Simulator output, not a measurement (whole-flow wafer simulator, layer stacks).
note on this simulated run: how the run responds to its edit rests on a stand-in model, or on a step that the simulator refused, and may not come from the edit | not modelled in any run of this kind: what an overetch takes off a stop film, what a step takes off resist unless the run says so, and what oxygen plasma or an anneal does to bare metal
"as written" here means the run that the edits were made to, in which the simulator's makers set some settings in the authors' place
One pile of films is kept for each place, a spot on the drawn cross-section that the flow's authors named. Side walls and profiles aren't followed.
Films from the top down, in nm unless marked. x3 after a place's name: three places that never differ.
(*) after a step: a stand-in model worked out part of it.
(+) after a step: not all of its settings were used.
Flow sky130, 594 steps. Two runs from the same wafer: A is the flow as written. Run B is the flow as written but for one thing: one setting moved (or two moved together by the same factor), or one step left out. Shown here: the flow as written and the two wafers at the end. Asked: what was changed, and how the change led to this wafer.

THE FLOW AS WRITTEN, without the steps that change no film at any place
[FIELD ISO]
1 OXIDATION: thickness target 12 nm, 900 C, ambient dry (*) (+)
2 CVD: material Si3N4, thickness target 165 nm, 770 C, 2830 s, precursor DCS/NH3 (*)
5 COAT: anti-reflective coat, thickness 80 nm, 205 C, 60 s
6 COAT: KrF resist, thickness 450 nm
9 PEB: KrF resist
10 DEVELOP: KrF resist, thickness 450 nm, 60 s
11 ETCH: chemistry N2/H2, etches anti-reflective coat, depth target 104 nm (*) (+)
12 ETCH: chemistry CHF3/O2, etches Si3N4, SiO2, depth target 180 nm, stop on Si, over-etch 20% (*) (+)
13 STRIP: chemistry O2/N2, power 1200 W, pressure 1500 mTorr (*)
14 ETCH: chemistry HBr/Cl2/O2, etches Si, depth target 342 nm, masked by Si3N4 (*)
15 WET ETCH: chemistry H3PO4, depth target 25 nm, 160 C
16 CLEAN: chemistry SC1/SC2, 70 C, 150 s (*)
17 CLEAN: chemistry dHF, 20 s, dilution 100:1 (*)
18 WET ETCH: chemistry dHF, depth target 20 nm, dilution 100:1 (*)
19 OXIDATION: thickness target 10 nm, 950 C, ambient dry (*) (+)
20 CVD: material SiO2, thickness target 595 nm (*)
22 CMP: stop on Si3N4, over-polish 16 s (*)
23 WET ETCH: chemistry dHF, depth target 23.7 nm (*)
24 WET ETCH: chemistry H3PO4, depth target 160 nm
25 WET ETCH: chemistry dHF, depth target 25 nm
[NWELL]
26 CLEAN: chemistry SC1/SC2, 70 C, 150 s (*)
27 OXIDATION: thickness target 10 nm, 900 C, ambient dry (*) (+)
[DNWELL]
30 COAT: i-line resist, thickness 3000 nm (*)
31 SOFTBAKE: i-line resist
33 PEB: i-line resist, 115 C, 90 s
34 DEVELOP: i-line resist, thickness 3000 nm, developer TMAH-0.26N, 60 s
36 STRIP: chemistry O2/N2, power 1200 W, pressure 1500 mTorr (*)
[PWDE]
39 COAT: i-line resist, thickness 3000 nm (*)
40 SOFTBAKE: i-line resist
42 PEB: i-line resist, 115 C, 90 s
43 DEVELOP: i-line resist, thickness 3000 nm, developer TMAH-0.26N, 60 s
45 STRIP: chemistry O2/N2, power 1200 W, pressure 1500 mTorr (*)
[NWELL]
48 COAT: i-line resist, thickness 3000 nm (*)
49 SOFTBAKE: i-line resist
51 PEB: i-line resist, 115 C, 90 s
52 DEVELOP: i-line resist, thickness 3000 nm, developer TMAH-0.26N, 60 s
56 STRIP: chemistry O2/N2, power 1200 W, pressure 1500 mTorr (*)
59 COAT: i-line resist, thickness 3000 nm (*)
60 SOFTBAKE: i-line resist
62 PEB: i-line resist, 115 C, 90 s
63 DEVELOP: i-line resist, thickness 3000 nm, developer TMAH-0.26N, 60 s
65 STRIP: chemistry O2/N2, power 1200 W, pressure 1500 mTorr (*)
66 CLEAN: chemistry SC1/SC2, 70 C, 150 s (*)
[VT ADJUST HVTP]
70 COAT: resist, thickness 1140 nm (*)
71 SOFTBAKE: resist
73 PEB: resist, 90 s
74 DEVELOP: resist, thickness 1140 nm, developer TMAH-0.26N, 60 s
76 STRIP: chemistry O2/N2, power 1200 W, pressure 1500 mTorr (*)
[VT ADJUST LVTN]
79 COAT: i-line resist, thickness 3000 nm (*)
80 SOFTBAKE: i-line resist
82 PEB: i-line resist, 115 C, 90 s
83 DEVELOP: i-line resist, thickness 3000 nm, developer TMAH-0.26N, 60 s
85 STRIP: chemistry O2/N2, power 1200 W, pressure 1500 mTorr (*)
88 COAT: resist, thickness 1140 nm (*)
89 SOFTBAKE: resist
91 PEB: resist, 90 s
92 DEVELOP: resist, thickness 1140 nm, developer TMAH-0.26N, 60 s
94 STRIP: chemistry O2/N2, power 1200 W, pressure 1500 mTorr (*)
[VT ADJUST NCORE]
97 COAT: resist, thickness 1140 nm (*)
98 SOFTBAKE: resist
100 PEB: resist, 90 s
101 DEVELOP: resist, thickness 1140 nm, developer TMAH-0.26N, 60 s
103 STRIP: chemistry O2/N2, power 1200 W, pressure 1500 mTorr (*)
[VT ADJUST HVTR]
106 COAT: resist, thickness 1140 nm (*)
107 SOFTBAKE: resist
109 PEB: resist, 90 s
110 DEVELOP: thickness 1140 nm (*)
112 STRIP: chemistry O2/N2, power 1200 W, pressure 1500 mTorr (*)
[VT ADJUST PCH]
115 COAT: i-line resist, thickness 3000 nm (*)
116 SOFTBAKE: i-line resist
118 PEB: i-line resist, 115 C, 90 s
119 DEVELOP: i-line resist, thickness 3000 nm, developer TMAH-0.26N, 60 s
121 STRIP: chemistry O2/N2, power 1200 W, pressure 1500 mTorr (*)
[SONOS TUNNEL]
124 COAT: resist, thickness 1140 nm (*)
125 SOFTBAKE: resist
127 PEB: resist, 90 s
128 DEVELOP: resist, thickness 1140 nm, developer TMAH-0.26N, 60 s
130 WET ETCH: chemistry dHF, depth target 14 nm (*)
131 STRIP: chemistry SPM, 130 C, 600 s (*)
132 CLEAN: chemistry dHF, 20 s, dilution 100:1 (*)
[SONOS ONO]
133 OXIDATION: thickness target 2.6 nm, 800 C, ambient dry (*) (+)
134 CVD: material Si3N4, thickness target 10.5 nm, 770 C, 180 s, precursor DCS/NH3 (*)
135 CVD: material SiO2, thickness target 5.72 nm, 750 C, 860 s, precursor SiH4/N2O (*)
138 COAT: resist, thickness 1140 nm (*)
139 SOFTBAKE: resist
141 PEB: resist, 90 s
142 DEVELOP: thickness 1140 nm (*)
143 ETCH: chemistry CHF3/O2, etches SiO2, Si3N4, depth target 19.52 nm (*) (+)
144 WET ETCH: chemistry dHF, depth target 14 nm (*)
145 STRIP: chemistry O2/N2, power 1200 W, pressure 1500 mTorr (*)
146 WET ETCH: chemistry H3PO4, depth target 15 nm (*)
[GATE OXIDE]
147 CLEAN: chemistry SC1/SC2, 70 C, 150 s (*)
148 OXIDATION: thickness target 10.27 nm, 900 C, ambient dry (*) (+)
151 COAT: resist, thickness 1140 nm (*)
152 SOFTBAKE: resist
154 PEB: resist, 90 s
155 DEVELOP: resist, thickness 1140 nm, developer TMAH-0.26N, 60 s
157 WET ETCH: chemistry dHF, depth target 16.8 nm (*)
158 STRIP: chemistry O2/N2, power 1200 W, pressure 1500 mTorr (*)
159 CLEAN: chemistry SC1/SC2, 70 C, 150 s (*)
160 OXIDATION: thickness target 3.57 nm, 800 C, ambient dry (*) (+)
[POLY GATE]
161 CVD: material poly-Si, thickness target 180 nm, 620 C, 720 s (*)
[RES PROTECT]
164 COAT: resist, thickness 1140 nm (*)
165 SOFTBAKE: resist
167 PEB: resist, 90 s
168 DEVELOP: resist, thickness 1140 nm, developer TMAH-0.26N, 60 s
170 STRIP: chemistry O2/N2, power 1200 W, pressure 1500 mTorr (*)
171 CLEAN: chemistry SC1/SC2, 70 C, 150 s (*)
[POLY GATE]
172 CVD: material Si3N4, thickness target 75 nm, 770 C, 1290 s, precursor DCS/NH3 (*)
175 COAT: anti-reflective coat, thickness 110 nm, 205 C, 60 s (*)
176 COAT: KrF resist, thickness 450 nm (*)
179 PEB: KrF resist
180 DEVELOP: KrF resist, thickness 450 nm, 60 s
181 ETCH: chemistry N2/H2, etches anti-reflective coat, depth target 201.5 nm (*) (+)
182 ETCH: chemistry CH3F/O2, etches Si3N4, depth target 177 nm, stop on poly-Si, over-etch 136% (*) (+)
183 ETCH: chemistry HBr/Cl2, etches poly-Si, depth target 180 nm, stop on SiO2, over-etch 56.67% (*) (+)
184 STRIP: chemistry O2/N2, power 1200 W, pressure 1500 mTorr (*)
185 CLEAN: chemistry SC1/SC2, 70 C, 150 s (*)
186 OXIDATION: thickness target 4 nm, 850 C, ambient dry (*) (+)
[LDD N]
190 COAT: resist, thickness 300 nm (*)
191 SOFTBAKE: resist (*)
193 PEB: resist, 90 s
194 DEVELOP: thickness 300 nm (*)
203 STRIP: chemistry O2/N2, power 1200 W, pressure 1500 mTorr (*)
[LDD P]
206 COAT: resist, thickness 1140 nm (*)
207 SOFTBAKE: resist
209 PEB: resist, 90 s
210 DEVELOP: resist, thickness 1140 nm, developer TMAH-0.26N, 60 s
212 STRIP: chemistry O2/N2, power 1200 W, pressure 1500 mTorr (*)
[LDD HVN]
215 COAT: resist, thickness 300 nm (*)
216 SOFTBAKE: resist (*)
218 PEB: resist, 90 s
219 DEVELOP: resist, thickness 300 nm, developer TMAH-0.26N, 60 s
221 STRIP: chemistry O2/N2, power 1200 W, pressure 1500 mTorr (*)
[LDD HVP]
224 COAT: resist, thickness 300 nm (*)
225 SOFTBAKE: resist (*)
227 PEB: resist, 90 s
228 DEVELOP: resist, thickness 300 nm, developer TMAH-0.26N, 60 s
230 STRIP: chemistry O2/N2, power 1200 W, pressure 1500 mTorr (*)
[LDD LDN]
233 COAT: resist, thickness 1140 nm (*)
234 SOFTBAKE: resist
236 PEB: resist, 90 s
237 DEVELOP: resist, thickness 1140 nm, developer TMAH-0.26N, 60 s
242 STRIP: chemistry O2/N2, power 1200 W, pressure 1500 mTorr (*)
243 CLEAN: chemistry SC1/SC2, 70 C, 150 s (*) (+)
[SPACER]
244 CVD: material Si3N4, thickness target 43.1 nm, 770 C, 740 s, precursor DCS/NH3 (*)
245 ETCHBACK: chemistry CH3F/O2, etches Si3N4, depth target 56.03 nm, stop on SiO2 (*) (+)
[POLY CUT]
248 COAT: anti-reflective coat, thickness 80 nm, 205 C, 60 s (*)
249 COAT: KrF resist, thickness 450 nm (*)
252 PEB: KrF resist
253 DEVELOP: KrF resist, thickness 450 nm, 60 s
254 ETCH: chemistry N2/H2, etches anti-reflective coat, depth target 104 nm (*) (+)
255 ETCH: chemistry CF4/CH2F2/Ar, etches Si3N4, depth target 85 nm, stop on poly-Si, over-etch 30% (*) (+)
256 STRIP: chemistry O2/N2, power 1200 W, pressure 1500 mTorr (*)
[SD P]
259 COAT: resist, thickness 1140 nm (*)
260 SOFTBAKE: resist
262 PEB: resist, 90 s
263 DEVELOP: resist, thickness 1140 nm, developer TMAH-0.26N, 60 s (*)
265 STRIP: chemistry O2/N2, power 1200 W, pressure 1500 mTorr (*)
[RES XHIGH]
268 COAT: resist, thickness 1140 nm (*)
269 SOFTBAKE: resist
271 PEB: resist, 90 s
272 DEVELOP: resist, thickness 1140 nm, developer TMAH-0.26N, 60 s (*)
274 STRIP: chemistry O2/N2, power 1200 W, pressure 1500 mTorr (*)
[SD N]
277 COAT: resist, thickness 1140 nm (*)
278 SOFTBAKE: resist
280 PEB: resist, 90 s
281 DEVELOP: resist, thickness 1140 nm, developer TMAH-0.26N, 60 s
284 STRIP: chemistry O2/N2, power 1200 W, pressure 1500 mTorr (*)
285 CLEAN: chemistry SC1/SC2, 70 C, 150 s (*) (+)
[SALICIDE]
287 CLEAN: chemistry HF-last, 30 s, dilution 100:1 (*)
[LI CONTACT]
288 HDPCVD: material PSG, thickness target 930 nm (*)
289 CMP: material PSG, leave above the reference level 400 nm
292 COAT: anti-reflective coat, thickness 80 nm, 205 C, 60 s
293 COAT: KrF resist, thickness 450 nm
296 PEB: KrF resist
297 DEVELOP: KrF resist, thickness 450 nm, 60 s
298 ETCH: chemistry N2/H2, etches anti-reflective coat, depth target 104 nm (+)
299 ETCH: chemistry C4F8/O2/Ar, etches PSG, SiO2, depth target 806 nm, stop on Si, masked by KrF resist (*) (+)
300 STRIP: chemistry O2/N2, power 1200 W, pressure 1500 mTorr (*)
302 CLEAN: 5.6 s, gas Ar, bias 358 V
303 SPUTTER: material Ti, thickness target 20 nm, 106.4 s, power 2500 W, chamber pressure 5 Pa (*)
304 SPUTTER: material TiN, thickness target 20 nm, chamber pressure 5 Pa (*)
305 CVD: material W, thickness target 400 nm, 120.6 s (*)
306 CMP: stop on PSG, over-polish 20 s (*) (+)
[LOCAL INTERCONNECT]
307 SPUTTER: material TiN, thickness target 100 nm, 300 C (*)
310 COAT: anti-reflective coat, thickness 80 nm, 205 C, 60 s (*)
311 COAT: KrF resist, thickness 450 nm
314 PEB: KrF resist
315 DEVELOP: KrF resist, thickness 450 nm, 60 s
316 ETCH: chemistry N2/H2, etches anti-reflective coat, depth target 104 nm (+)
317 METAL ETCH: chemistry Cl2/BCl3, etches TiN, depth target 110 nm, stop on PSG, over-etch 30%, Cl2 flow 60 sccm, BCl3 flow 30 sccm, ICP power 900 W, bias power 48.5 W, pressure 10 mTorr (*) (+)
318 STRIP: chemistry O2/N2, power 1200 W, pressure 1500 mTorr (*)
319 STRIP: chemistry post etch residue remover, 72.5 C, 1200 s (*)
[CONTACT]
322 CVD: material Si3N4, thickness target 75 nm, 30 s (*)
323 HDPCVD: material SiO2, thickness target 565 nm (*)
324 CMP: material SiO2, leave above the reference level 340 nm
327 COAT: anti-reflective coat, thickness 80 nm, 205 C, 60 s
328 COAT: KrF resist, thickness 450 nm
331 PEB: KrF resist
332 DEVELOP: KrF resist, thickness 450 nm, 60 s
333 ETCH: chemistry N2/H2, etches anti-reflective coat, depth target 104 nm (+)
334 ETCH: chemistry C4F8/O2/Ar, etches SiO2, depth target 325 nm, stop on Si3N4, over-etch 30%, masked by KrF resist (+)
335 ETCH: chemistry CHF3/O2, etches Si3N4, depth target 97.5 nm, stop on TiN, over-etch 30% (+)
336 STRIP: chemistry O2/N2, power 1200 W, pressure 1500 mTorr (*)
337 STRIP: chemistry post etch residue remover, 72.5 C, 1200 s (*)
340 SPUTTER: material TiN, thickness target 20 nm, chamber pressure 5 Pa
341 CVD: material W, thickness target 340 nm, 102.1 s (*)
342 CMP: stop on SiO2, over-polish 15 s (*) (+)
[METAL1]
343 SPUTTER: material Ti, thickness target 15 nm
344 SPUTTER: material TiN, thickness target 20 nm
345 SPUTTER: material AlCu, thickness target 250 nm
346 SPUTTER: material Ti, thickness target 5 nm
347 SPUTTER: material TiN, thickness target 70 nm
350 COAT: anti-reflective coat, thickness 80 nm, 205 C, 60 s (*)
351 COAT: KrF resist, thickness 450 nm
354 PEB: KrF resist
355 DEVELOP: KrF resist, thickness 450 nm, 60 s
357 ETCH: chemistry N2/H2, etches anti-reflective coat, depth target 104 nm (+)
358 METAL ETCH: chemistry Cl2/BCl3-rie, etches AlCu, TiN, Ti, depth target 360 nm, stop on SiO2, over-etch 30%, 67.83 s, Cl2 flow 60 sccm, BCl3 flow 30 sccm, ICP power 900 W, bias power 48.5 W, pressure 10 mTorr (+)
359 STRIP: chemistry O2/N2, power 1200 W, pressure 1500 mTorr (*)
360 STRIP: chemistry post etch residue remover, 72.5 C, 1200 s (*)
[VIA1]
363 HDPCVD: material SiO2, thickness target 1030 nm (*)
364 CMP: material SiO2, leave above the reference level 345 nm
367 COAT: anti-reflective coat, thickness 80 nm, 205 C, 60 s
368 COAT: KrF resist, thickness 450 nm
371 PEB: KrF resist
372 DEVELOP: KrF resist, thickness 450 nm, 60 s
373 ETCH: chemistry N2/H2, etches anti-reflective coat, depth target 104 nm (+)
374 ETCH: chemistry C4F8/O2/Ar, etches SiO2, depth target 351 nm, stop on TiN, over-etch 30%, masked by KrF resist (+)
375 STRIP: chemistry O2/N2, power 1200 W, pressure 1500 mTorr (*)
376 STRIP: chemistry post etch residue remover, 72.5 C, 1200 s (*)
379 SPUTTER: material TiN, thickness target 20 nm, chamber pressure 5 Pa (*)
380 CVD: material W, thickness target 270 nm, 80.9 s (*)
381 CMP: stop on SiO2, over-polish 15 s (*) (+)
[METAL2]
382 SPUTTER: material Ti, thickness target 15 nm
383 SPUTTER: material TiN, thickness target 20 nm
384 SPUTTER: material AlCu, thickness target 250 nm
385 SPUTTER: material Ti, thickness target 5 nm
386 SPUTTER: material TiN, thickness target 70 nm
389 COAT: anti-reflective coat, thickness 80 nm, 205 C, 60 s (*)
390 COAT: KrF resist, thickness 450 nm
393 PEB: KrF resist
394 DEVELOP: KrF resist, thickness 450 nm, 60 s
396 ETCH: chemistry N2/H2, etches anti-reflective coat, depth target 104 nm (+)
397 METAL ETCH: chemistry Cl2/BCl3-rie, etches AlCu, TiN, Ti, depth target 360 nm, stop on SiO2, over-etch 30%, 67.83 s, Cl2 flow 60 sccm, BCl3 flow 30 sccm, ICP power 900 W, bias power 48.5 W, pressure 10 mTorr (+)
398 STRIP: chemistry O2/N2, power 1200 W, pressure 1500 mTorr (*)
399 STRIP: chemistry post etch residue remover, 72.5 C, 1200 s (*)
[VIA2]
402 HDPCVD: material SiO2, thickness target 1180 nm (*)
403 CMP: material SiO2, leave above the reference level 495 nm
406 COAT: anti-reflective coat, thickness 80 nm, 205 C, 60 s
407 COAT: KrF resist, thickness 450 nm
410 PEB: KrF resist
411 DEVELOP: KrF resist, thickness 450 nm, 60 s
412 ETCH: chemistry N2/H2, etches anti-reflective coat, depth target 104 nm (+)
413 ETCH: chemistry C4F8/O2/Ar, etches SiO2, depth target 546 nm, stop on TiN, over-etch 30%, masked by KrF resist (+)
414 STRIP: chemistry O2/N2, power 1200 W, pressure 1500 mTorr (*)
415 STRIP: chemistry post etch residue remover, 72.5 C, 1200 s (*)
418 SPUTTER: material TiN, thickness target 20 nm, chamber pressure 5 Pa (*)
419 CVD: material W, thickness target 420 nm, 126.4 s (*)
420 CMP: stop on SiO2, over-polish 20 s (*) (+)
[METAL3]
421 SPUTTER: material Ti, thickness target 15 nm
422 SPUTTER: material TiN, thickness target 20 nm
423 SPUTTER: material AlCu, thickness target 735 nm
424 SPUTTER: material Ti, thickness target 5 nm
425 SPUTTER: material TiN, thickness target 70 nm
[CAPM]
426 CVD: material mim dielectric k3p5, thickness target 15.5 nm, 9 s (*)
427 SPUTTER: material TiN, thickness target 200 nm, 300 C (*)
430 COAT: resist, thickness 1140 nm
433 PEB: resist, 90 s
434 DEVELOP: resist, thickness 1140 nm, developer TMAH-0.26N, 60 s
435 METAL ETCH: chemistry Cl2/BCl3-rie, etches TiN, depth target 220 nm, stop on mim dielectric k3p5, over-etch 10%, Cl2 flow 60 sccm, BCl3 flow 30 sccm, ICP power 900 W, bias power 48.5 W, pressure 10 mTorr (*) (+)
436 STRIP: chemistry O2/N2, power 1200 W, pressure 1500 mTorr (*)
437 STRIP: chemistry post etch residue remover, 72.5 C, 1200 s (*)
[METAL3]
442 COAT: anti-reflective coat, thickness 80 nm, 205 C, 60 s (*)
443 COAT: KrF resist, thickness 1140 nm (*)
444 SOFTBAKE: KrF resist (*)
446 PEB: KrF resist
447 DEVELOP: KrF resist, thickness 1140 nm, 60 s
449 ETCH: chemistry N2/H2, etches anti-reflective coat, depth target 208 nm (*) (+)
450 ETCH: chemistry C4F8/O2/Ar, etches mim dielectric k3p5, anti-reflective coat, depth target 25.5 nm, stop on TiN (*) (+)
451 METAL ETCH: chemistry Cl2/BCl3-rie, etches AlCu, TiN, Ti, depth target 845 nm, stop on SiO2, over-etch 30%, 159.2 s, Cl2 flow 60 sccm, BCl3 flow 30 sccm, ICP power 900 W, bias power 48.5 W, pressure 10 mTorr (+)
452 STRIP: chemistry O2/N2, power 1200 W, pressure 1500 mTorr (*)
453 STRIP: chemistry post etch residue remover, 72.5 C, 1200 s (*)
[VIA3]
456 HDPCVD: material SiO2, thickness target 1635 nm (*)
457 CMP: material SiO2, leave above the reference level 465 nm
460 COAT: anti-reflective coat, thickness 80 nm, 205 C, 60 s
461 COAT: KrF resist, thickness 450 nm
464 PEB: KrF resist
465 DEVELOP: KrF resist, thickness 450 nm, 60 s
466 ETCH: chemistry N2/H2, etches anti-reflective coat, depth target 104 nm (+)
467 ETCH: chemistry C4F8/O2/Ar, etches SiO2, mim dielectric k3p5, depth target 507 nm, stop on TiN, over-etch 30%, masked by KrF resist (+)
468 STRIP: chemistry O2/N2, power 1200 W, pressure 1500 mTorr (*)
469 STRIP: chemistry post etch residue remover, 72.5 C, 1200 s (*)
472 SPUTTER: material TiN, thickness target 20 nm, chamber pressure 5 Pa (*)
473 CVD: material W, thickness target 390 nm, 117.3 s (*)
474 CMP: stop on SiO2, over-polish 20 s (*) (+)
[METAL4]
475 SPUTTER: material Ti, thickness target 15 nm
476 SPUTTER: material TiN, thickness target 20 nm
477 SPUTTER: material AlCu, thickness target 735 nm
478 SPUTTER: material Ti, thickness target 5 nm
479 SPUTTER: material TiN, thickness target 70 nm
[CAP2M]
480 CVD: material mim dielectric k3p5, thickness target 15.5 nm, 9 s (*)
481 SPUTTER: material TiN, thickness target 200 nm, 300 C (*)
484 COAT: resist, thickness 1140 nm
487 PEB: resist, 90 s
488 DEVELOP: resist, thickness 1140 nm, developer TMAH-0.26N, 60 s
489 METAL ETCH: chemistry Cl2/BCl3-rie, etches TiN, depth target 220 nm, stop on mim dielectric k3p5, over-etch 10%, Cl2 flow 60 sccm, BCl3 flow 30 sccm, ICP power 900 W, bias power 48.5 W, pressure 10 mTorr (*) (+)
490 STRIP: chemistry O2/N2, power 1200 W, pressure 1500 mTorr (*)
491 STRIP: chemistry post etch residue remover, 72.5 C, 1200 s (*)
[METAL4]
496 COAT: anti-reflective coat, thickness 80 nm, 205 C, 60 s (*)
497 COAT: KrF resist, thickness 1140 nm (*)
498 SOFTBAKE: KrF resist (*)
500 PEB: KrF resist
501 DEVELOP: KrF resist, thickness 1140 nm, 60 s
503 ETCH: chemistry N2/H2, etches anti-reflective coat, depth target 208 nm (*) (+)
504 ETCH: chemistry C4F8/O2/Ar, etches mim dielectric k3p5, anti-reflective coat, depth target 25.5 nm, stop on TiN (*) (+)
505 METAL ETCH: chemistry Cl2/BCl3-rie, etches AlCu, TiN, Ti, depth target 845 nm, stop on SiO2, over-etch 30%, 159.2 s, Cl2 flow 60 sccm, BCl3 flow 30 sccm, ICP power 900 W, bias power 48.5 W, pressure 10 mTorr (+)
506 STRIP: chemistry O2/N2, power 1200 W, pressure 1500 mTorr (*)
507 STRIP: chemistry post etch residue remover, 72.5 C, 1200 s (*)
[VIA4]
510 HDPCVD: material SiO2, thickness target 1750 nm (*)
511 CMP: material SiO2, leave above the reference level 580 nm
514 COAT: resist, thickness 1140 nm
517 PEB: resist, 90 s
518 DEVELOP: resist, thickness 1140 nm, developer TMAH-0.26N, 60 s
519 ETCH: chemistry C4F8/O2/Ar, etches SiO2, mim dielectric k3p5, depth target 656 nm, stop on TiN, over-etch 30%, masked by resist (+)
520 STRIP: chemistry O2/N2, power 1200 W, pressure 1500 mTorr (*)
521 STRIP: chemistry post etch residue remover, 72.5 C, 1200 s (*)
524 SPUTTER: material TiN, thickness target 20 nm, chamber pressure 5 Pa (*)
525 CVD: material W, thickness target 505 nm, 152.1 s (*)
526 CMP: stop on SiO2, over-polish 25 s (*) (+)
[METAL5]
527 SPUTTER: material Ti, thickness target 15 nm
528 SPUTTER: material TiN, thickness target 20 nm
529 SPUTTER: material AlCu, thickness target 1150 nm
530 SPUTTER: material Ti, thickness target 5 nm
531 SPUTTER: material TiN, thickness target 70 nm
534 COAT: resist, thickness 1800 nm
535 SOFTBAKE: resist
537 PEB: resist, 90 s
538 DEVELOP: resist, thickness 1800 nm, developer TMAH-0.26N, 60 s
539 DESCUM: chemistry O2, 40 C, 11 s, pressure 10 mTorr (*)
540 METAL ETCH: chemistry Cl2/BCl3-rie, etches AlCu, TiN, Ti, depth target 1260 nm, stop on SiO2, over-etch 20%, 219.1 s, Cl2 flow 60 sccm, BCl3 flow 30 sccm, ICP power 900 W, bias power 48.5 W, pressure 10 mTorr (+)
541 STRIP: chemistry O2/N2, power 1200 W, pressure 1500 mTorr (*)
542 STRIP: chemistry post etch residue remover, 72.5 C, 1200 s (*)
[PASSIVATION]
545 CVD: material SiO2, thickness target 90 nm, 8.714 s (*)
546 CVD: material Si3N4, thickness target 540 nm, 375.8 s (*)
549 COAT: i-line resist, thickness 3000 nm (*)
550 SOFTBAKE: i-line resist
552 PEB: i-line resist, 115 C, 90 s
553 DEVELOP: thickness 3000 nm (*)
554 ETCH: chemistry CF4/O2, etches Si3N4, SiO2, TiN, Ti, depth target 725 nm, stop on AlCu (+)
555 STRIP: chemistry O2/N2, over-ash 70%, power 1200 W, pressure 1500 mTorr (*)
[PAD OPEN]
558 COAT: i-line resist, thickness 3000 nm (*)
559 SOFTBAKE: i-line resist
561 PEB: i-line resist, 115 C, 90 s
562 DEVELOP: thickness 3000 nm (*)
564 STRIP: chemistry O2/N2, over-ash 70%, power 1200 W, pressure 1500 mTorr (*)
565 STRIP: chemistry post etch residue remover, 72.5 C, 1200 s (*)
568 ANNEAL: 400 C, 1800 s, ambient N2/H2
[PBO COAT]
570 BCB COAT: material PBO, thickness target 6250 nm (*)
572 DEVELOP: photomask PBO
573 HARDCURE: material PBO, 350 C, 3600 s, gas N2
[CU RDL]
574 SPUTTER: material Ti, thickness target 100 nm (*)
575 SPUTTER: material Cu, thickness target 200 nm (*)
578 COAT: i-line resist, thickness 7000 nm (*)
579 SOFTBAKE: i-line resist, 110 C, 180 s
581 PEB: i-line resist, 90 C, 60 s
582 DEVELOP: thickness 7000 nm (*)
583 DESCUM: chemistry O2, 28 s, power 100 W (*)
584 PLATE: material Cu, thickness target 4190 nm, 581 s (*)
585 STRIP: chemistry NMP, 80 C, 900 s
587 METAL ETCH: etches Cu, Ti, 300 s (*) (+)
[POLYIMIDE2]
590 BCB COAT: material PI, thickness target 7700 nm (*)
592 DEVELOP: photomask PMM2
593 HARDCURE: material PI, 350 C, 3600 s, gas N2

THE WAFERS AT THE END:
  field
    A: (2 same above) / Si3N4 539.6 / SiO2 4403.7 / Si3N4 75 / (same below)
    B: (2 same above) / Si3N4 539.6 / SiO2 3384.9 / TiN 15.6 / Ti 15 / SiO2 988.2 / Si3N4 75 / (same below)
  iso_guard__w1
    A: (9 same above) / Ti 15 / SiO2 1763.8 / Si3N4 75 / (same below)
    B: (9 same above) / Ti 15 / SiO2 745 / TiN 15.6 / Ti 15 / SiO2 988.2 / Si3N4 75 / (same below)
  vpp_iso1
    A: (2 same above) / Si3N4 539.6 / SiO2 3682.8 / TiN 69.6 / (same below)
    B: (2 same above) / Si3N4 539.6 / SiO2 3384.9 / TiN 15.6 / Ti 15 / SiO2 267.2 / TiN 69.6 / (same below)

The cause: step 397, METAL ETCH: depth target 252 nm was run, where the flow has depth target 360 nm.

How the change led to this, step by step:
  397 METAL ETCH: chemistry Cl2/BCl3-rie, etches AlCu, TiN, Ti, depth target 360 nm, stop on SiO2, over-etch 30%, 67.83 s, Cl2 flow 60 sccm, BCl3 flow 30 sccm, ICP power 900 W, bias power 48.5 W, pressure 10 mTorr (+)
      iso_guard, vpp_sp, vpp_guard and 75 more: A TiN -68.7 (all of it), Ti -5 (all of it), AlCu -250 (all of it), TiN -20 (all of it), Ti -15 (all of it), SiO2 -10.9 | B TiN -68.7 (all of it), Ti -5 (all of it), AlCu -250 (all of it), TiN -3.93
      field, active, gate, spacer, sonos_cell, sonos_guard, sonos_guard_hv: A TiN -68.7 (all of it), Ti -5 (all of it), AlCu -250 (all of it), TiN -20 (all of it), Ti -15 (all of it), SiO2 -10.9 | B TiN -68.7 (all of it), Ti -5 (all of it), AlCu -250 (all of it), TiN -3.94
      (and at 106 more places)
  398 STRIP: chemistry O2/N2, power 1200 W, pressure 1500 mTorr (*)
      n_well, p_well, gate_hv and 101 more: A KrF resist -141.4 (all of it), anti-reflective coat -80 (all of it) | B KrF resist -211.6 (all of it), anti-reflective coat -80 (all of it)
      m1, via1_hole: A KrF resist -141.5 (all of it), anti-reflective coat -80.4 (all of it) | B KrF resist -211.7 (all of it), anti-reflective coat -80.4 (all of it)
  402 HDPCVD: material SiO2, thickness target 1180 nm (*)
      field, active, gate and 82 more: A SiO2 +1180 | B SiO2 +1180 (new film)
  403 CMP: material SiO2, leave above the reference level 495 nm
      field, active, gate and 82 more: A SiO2 -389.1 | B SiO2 -430.6
Counting metal films that touch as one body, field has 1 body; the flow as written gives 0 bodies.
Counting metal films that touch as one body, iso_guard__w1 has 2 bodies (between them, from the top down: SiO2 745); the flow as written gives 1 body.
Counting metal films that touch as one body, vpp_iso1 has 2 bodies (between them, from the top down: SiO2 267.2); the flow as written gives 1 body.
